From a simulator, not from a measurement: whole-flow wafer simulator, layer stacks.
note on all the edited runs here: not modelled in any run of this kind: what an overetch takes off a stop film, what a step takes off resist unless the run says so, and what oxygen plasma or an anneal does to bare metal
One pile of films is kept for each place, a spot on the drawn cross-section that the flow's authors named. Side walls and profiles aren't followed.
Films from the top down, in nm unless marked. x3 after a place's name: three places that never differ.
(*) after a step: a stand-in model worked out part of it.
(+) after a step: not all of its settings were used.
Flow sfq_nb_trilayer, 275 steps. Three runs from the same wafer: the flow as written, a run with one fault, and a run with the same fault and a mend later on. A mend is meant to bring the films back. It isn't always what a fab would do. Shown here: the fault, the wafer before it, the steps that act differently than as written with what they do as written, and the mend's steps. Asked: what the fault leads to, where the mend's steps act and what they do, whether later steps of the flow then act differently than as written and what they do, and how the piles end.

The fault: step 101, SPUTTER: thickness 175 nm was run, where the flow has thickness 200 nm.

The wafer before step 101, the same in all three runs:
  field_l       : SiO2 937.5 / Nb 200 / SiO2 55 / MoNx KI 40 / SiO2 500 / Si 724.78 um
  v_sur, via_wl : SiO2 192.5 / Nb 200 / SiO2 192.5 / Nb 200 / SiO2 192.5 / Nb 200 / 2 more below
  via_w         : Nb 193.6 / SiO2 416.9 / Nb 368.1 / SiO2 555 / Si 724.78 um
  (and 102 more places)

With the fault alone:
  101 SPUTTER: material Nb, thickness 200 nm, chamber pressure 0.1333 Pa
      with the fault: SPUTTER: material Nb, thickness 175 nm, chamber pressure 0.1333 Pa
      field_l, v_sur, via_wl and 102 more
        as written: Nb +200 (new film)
        with the fault: Nb +175 (new film)
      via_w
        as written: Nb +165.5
        with the fault: Nb +144.7
  Later steps of the flow that act differently than as written (3 more steps differ only slightly, by at most 2% or 0.5 nm, whichever is larger, and aren't shown):
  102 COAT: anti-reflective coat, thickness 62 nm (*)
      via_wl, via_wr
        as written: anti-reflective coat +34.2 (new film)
        with the fault: anti-reflective coat +33.3 (new film)
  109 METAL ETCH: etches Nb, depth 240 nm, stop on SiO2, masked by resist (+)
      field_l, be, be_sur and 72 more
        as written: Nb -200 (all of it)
        with the fault: Nb -175 (all of it)
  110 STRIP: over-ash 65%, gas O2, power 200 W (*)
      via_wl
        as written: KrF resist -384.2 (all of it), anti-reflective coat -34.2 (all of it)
        with the fault: KrF resist -385.2 (all of it), anti-reflective coat -33.3 (all of it)
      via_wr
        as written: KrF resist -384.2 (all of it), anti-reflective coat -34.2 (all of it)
        with the fault: KrF resist -385.3 (all of it), anti-reflective coat -33.3 (all of it)
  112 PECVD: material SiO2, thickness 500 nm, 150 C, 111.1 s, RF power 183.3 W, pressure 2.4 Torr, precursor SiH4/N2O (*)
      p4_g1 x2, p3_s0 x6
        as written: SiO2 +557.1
        with the fault: SiO2 +532.1
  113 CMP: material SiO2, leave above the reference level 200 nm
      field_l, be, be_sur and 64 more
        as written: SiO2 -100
        with the fault: SiO2 -125
  At the end the piles differ from the flow's by more than 2% or 0.5 nm, whichever is larger, at v_sur, via_wl, via_w and 29 more.
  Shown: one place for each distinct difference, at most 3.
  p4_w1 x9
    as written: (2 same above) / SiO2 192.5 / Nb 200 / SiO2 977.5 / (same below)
    with the fault: (2 same above) / SiO2 192.5 / Nb 175 / SiO2 977.5 / (same below)
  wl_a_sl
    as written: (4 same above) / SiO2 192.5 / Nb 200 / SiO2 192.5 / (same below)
    with the fault: (4 same above) / SiO2 192.5 / Nb 175 / SiO2 192.5 / (same below)
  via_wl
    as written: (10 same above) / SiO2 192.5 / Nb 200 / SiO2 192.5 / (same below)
    with the fault: (10 same above) / SiO2 192.5 / Nb 175 / SiO2 192.5 / (same below)

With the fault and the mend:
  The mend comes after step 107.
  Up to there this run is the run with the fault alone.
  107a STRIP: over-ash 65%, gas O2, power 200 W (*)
      p4_fl x3, p4_g1 x2, p3_s0 x6 and 42 more
        anti-reflective coat -62 (all of it)
      p4_w1 x9, wl_j_sl, wl_jj and 13 more
        KrF resist -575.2 (all of it), anti-reflective coat -62 (all of it)
      r_sur, res, r_end and 9 more
        anti-reflective coat -61.8 (all of it)
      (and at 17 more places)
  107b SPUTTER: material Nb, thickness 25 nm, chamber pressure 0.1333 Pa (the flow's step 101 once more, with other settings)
      field_l, v_sur, via_wl and 102 more
        Nb +25
      via_w
        Nb +19
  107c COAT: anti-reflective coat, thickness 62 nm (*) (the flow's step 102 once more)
      p4_fl x3, p4_w1 x9, p4_g1 x2 and 63 more
        anti-reflective coat +62 (new film)
      r_sur, res, r_end and 9 more
        anti-reflective coat +61.8 (new film)
      jj_sur, ce_l, c5j, ce_r, sp_r, be_r
        anti-reflective coat +61.7 (new film)
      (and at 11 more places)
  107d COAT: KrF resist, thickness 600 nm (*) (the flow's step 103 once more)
      p4_fl x3, p4_w1 x9, p4_g1 x2 and 63 more
        KrF resist +600 (new film)
      r_end, moat, field_r, lsp_l, l0_sur
        KrF resist +599.4 (new film)
      be_r, r_sur, res, l0v
        KrF resist +599.3 (new film)
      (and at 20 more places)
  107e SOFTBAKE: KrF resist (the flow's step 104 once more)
      changes no film at any place that is followed
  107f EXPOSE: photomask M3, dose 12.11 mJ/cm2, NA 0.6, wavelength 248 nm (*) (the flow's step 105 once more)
      changes no film at any place that is followed
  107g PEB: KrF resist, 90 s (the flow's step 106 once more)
      wire, be, be_sur and 96 more
        KrF resist -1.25
      field_l, via_v
        KrF resist -1.24
      via_wl, via_wr
        KrF resist -1.26
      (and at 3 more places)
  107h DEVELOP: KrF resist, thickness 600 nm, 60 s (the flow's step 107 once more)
      p4_fl x3, p4_g1 x2, p3_s0 x6 and 42 more
        KrF resist -598.7 (all of it)
      v_sur, via_wl, via_w and 28 more
        KrF resist -23.5
      field_r, lsp_l, ln_m5, lsp_m, ln_m6, lsp_r, l0_sur
        KrF resist -598.2 (all of it)
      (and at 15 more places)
  No later step of the flow acts differently than as written, at any place that is followed, by more than 2% or 0.5 nm, whichever is larger.
  At the end the piles differ from the flow's only slightly at the places that both follow, by at most 2% or 0.5 nm, whichever is larger.
